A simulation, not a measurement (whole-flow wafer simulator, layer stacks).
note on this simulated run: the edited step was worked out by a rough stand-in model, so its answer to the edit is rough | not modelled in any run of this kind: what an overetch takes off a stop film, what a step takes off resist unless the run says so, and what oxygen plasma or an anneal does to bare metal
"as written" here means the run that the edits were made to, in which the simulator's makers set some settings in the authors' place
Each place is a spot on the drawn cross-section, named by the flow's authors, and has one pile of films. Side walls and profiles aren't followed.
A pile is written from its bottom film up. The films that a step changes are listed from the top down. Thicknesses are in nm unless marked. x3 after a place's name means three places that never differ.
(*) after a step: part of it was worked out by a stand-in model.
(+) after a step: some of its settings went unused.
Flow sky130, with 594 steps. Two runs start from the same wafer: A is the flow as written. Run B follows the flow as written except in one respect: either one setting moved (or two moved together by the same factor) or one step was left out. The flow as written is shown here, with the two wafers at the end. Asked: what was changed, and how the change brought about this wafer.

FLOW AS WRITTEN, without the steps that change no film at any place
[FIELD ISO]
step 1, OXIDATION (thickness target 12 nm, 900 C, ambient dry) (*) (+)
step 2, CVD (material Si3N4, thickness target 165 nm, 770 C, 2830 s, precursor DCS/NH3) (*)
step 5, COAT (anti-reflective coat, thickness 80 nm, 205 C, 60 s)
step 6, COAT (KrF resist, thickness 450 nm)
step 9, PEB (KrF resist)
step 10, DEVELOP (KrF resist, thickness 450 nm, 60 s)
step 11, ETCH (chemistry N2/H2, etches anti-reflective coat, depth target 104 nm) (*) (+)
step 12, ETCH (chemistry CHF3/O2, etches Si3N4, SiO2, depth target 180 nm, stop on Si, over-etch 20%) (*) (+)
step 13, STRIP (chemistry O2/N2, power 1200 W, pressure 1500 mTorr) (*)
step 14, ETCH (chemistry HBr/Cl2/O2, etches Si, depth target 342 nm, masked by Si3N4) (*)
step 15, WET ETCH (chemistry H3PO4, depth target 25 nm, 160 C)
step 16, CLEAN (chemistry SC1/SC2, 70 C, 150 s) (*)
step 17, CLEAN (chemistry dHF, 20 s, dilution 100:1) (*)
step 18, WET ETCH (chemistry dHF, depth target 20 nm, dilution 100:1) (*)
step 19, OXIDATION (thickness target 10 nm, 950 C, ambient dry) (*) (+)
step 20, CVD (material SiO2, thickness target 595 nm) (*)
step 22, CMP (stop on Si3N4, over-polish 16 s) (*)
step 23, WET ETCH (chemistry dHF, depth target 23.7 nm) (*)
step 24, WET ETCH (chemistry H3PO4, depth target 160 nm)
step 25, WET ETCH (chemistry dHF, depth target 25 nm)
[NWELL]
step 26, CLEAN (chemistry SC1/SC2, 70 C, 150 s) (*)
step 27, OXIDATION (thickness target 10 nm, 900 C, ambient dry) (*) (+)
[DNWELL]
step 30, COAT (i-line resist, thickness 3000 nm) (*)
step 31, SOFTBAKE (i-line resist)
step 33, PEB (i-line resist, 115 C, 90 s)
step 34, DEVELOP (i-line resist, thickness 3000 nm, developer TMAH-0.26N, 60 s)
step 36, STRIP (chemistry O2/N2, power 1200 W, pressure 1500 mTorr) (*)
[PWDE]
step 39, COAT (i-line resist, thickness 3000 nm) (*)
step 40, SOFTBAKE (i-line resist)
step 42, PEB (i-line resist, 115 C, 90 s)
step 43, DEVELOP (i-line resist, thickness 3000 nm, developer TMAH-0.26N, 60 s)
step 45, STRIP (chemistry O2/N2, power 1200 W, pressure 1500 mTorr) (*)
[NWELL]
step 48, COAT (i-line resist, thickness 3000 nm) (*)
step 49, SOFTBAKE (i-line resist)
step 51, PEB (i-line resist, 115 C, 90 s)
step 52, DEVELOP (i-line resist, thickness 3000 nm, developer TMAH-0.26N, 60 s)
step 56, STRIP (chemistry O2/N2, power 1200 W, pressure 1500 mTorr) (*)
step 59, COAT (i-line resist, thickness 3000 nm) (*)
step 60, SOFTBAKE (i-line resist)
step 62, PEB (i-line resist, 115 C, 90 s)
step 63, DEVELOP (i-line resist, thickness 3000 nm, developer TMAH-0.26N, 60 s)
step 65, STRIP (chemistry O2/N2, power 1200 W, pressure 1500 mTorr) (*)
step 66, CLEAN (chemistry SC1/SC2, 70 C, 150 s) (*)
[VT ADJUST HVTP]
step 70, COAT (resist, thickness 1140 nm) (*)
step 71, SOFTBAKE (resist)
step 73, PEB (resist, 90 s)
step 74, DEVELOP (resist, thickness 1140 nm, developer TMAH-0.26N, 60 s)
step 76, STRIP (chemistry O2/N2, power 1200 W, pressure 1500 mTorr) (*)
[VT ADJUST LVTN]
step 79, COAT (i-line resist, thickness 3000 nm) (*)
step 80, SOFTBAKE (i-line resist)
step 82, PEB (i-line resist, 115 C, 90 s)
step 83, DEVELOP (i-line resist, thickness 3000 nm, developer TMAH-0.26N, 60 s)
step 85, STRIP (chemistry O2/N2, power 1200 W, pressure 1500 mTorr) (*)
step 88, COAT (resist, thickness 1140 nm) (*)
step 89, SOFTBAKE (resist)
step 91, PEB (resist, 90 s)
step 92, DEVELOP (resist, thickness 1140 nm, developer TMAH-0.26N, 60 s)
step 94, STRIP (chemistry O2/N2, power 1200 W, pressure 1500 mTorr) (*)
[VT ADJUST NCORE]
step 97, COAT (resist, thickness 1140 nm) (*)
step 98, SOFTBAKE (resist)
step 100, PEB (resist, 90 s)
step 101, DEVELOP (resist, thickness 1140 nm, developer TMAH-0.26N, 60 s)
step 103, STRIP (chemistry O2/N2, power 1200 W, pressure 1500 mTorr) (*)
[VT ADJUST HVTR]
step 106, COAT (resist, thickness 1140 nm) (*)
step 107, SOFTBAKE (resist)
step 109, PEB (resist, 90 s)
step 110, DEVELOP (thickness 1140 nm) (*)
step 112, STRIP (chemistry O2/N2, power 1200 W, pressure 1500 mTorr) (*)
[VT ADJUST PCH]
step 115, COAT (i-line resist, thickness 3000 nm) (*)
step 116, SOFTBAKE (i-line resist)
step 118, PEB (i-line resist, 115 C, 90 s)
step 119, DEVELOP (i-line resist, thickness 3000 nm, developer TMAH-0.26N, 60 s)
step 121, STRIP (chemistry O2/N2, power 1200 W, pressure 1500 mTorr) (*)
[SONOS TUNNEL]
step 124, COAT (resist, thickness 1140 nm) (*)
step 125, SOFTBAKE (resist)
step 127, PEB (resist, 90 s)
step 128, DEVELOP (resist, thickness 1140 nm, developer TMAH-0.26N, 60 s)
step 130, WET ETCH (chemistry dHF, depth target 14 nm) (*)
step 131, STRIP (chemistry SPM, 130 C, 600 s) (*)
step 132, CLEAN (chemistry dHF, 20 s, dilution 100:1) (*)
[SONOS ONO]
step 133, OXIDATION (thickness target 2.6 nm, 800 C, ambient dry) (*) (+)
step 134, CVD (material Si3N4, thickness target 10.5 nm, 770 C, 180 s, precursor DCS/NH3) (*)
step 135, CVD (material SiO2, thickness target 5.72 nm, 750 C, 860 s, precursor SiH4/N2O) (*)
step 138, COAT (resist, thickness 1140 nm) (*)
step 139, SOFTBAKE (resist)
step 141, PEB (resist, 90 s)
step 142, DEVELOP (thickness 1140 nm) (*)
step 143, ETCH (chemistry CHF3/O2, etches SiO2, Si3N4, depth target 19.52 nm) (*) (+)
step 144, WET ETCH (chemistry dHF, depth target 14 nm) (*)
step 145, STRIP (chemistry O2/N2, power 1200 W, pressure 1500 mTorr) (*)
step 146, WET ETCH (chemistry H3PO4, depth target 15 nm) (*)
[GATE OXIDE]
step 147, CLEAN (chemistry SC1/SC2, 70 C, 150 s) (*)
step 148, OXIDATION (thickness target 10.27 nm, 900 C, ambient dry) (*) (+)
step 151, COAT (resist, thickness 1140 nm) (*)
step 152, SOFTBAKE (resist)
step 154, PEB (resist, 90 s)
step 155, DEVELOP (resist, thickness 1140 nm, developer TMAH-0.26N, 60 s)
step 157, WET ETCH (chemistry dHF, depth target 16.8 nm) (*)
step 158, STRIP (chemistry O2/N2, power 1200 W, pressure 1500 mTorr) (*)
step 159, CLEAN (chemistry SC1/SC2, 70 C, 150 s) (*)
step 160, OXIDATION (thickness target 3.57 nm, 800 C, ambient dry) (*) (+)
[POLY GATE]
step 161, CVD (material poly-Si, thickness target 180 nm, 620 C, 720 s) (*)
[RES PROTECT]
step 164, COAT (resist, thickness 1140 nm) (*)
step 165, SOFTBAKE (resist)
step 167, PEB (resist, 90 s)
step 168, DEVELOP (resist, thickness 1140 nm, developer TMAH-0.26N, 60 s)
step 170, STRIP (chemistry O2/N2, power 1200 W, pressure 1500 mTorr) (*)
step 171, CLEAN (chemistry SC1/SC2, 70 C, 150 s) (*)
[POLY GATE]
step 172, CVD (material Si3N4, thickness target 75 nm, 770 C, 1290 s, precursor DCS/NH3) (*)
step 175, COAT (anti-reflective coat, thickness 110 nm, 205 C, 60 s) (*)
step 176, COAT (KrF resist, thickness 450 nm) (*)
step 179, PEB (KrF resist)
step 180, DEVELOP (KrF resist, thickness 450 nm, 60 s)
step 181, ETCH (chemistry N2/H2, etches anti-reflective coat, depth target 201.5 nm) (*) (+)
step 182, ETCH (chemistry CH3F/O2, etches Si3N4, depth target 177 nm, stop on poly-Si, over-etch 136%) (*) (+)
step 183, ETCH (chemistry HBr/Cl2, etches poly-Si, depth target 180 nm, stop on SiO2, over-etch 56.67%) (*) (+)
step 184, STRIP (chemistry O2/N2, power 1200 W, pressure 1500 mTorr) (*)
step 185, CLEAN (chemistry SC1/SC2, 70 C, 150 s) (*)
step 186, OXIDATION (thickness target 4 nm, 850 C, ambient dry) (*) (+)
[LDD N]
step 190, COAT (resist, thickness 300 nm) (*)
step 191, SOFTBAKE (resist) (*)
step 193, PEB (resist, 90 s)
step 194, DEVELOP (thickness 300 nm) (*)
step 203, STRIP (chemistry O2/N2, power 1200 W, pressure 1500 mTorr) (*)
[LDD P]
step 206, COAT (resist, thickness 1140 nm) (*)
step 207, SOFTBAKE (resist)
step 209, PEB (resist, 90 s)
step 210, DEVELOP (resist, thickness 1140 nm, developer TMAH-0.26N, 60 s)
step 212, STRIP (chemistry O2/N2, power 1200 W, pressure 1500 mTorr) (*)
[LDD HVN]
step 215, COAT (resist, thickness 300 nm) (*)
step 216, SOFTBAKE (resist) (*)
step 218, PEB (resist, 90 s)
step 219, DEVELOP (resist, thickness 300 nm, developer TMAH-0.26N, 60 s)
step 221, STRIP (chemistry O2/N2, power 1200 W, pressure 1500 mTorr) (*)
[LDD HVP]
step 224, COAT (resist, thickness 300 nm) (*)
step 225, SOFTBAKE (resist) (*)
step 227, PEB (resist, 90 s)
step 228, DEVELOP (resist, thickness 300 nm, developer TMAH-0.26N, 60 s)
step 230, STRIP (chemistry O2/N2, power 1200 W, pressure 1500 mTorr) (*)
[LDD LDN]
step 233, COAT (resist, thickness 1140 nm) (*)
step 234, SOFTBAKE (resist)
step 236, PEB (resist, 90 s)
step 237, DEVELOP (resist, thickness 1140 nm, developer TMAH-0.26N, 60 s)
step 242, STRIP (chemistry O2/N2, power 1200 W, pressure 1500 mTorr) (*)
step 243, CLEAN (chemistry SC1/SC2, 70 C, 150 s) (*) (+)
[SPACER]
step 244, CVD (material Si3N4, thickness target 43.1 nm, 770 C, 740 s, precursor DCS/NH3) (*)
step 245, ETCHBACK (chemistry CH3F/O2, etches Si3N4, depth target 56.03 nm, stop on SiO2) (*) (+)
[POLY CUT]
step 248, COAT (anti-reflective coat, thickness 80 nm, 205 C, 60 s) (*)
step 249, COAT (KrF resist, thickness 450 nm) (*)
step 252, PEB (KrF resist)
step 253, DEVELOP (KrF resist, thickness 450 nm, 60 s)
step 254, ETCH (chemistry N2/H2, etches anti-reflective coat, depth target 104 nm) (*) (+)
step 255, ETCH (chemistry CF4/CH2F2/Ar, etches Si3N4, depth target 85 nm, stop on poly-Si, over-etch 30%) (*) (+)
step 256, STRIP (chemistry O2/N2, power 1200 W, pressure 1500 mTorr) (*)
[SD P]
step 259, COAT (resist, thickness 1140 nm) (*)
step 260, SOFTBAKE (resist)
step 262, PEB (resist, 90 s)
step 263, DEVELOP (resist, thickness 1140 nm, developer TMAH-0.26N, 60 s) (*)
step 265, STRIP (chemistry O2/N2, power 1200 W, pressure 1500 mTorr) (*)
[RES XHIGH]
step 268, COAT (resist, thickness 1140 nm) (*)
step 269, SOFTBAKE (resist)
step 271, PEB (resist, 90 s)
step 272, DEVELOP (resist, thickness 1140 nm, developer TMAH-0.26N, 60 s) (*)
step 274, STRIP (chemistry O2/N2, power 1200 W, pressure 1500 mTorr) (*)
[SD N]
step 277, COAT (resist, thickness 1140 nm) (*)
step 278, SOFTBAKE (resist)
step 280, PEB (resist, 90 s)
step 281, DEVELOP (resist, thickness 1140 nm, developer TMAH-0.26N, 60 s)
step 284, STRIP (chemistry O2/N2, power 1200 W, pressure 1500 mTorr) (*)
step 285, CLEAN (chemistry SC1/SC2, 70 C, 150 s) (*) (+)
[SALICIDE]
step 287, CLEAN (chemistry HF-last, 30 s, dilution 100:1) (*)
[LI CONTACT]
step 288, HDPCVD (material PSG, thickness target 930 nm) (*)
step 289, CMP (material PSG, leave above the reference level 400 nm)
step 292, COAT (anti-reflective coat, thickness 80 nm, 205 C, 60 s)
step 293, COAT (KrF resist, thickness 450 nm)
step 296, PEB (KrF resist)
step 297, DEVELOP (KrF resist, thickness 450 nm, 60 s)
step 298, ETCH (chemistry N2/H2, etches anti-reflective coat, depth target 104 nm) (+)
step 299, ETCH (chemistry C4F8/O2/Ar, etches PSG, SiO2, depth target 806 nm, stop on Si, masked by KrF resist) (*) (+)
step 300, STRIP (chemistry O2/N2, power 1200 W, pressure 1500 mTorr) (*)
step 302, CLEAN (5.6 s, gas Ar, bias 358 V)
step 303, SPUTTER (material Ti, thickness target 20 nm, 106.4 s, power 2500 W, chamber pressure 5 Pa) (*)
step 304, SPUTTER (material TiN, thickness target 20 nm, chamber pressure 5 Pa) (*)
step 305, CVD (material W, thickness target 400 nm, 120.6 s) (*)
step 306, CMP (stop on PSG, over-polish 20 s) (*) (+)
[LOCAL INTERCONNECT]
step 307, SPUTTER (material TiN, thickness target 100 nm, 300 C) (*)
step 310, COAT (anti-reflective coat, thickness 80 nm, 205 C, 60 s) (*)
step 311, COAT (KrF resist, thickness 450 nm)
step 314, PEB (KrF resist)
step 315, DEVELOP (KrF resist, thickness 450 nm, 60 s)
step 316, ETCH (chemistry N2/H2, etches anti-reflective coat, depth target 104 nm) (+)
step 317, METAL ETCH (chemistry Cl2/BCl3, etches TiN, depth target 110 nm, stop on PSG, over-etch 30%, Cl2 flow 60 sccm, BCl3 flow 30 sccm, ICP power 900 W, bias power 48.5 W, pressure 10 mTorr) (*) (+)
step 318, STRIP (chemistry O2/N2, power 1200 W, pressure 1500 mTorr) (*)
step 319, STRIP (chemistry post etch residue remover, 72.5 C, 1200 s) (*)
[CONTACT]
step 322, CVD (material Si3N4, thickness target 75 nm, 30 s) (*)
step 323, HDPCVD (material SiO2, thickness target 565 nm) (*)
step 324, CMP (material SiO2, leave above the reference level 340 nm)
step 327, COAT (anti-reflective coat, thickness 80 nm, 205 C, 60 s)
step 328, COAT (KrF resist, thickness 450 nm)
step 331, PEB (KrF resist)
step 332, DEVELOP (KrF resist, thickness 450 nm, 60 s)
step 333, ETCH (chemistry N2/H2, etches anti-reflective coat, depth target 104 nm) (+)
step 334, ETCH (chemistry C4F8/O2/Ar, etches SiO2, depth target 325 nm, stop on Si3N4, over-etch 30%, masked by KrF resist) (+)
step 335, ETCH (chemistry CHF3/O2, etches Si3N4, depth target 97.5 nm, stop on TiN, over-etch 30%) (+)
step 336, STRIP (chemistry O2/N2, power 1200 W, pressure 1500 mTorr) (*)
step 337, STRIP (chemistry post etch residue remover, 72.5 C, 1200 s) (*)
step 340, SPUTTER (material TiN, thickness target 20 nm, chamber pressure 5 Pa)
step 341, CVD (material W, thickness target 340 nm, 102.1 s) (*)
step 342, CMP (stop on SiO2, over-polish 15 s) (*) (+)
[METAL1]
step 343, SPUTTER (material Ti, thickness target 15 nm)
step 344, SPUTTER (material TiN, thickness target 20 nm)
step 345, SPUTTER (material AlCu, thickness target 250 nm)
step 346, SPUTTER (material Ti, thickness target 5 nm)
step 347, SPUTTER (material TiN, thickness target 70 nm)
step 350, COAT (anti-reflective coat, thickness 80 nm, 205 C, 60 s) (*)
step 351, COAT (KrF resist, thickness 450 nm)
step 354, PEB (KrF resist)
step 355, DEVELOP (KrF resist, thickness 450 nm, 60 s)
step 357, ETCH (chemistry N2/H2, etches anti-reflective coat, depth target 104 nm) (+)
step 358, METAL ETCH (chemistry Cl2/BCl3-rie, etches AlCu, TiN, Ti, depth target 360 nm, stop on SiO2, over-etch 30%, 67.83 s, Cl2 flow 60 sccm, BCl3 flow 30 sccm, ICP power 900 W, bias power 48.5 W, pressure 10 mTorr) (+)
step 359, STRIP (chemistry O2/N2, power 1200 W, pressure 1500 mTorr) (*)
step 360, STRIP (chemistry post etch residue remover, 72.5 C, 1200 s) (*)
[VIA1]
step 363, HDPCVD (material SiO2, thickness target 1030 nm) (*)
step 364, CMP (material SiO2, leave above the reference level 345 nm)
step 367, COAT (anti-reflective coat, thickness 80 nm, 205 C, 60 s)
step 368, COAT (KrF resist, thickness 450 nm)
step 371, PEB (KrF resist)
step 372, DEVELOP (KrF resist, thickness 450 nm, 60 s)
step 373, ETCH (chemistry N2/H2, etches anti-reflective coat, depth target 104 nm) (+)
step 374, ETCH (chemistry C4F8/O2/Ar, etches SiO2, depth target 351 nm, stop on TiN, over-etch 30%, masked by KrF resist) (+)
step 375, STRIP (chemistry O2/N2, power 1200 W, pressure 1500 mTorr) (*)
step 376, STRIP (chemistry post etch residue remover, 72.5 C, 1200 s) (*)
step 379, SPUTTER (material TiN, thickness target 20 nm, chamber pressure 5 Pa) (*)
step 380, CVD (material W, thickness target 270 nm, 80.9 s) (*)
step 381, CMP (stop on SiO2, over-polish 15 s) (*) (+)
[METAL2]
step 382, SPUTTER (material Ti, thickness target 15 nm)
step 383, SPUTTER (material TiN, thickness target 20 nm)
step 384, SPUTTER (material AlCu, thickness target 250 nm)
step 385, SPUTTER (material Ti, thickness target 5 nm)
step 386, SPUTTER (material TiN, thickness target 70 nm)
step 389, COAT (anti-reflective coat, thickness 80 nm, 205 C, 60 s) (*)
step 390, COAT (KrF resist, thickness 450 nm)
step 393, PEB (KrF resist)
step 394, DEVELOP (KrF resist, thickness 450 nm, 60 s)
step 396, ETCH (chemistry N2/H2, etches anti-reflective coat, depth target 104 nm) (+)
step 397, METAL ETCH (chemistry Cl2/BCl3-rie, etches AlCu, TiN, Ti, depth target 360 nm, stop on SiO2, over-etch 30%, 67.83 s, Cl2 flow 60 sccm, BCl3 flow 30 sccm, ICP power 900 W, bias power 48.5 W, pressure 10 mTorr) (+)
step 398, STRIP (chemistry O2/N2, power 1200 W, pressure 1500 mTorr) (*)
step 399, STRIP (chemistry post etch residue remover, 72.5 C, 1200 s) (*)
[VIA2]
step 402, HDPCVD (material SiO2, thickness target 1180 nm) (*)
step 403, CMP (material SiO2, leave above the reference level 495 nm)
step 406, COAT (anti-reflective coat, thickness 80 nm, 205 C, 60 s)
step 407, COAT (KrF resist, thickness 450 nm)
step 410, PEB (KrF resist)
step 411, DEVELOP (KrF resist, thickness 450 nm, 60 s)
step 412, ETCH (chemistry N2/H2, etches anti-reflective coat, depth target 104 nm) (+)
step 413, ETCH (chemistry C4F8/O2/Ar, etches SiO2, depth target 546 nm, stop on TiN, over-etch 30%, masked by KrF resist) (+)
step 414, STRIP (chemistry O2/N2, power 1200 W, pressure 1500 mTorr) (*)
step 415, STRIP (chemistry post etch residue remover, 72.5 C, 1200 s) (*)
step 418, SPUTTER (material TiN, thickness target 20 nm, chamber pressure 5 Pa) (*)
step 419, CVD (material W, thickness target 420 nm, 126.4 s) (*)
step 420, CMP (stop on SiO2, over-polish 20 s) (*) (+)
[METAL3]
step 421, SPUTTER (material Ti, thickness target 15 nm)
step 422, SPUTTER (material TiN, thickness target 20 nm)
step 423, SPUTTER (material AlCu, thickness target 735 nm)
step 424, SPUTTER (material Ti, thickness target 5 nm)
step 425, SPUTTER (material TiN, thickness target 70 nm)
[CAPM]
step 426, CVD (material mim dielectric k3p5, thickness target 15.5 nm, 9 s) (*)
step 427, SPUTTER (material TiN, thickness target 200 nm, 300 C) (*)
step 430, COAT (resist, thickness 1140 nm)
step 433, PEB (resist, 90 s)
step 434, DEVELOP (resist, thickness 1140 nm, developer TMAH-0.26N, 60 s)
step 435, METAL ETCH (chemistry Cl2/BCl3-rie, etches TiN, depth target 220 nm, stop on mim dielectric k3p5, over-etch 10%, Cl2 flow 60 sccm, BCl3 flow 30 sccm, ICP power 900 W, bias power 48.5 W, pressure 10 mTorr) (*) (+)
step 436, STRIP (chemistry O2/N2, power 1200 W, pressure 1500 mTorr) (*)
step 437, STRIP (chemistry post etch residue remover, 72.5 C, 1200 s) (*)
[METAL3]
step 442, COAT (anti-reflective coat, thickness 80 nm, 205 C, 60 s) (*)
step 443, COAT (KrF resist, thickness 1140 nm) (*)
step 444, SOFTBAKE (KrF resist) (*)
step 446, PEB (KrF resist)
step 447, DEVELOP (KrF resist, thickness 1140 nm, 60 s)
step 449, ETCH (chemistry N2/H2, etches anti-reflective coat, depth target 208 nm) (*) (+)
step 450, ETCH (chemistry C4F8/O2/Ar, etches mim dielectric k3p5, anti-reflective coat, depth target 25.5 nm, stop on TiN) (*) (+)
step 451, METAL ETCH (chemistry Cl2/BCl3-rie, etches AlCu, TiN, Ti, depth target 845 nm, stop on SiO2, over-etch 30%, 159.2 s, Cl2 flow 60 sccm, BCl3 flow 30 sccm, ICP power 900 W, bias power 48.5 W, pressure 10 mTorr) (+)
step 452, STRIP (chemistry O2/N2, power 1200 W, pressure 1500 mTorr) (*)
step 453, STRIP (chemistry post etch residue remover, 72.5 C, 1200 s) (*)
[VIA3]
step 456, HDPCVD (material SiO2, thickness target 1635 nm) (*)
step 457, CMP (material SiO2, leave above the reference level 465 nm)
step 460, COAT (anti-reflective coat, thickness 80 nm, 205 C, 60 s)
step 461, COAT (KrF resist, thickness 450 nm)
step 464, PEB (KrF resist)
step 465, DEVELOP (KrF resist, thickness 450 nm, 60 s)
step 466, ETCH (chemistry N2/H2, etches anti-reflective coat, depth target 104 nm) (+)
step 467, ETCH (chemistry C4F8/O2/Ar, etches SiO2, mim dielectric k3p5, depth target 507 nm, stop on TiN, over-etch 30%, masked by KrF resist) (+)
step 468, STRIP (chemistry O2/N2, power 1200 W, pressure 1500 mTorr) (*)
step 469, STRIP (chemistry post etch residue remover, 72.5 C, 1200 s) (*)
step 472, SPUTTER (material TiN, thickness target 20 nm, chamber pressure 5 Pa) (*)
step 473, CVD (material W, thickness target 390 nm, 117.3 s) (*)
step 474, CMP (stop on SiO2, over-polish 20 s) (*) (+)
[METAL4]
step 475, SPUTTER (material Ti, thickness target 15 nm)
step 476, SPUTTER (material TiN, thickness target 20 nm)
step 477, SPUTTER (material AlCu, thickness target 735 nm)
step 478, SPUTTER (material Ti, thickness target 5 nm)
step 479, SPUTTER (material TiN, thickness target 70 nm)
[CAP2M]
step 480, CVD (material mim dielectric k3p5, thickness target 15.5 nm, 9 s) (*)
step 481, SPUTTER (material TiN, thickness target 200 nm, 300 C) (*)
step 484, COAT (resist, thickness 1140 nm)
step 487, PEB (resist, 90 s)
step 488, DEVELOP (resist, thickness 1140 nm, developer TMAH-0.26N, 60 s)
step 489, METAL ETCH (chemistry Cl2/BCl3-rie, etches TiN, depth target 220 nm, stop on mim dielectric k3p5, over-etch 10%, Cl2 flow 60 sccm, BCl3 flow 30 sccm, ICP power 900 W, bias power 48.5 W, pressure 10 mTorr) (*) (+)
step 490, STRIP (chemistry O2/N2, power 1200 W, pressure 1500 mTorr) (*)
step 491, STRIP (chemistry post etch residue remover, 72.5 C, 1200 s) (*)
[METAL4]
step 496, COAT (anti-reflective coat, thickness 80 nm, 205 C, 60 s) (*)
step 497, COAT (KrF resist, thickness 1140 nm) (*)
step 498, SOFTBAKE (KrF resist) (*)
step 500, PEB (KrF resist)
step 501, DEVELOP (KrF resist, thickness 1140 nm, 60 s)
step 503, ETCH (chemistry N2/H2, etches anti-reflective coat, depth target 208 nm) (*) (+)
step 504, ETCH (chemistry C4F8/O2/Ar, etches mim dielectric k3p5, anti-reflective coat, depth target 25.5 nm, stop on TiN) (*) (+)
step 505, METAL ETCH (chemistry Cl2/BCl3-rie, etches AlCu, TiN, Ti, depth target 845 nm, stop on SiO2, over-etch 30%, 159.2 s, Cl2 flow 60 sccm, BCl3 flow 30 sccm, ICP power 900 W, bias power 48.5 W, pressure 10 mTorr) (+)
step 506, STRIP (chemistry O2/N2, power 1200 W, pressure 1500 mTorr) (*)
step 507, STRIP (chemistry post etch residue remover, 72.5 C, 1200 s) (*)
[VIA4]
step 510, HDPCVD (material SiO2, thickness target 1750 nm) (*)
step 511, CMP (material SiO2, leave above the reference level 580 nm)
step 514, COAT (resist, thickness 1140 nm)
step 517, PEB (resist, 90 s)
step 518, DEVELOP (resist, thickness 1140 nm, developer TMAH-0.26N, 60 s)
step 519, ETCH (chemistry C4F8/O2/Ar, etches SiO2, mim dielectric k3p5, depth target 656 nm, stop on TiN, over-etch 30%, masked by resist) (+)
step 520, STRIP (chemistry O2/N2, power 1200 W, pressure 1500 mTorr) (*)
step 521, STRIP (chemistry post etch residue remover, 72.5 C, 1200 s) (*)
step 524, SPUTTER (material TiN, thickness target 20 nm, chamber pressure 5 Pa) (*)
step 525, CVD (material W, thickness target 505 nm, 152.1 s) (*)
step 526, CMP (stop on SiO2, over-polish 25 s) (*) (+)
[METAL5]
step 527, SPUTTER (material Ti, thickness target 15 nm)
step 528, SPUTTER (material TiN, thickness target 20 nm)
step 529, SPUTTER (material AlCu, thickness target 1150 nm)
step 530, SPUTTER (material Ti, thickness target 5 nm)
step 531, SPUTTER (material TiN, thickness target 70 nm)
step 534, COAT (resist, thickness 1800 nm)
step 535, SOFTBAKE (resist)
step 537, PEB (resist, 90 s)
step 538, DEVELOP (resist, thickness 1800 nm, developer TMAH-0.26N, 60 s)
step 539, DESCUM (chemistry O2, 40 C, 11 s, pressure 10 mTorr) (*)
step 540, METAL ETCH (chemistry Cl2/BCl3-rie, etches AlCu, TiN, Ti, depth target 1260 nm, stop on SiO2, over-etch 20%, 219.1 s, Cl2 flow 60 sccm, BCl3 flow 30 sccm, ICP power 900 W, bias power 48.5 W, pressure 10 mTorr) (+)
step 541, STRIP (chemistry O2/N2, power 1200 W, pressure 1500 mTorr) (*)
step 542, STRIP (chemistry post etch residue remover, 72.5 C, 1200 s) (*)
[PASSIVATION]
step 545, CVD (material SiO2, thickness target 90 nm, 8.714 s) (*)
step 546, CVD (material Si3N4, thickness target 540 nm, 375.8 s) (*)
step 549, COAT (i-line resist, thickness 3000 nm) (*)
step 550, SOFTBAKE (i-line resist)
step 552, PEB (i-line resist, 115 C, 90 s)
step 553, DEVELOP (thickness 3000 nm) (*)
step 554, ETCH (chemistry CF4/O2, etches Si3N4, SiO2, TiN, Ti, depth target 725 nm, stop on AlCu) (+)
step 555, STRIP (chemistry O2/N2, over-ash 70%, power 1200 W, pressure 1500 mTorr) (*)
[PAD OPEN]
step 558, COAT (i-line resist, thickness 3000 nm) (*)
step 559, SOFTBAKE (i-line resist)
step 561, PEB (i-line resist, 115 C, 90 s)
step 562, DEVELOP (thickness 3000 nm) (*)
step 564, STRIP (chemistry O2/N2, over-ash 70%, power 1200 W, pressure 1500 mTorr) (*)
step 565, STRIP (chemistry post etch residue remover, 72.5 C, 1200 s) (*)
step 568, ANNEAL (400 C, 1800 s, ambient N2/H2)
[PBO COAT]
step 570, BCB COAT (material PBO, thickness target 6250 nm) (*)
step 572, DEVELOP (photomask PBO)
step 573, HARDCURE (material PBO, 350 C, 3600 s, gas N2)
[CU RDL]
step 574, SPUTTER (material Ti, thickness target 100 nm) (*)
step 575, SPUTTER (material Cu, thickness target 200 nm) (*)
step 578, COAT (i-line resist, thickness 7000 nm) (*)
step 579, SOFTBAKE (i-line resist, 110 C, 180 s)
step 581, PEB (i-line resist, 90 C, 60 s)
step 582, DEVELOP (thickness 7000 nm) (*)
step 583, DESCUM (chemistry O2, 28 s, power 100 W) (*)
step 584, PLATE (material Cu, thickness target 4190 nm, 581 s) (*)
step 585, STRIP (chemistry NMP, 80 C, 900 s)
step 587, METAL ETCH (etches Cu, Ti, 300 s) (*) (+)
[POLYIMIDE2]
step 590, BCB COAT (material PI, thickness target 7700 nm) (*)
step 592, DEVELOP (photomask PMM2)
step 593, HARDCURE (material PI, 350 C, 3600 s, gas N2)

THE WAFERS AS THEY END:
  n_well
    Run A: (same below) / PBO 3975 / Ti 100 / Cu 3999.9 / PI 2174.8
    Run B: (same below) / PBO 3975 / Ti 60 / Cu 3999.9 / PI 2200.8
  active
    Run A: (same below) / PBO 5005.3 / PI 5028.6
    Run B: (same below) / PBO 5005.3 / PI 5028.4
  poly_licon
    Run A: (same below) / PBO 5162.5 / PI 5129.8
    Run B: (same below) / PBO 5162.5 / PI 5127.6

The reason: step 574, SPUTTER: thickness target 60 nm was run, while the flow as written has thickness target 100 nm.
One can read it off the wafer: n_well has Ti 60, and step 574 as written asks for 100 nm.

Step by step, how the change led to this:
  step 574, SPUTTER (material Ti, thickness target 100 nm) (*)
      field, active, n_well and 190 more: A Ti gains 100 (new film) | B Ti gains 60 (new film)
  step 579, SOFTBAKE (i-line resist, 110 C, 180 s)
      hv_encl: A i-line resist loses 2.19 | B i-line resist loses 4.79
  step 587, METAL ETCH (etches Cu, Ti, 300 s) (*) (+)
      field, active, gate and 167 more: A Cu loses 200 (all of it), Ti loses 100 (all of it) | B Cu loses 200 (all of it), Ti loses 60 (all of it)
  step 590, BCB COAT (material PI, thickness target 7700 nm) (*)
      de16_gate_nw: A PI gains 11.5 um (new film) | B PI gains 11.47 um (new film)
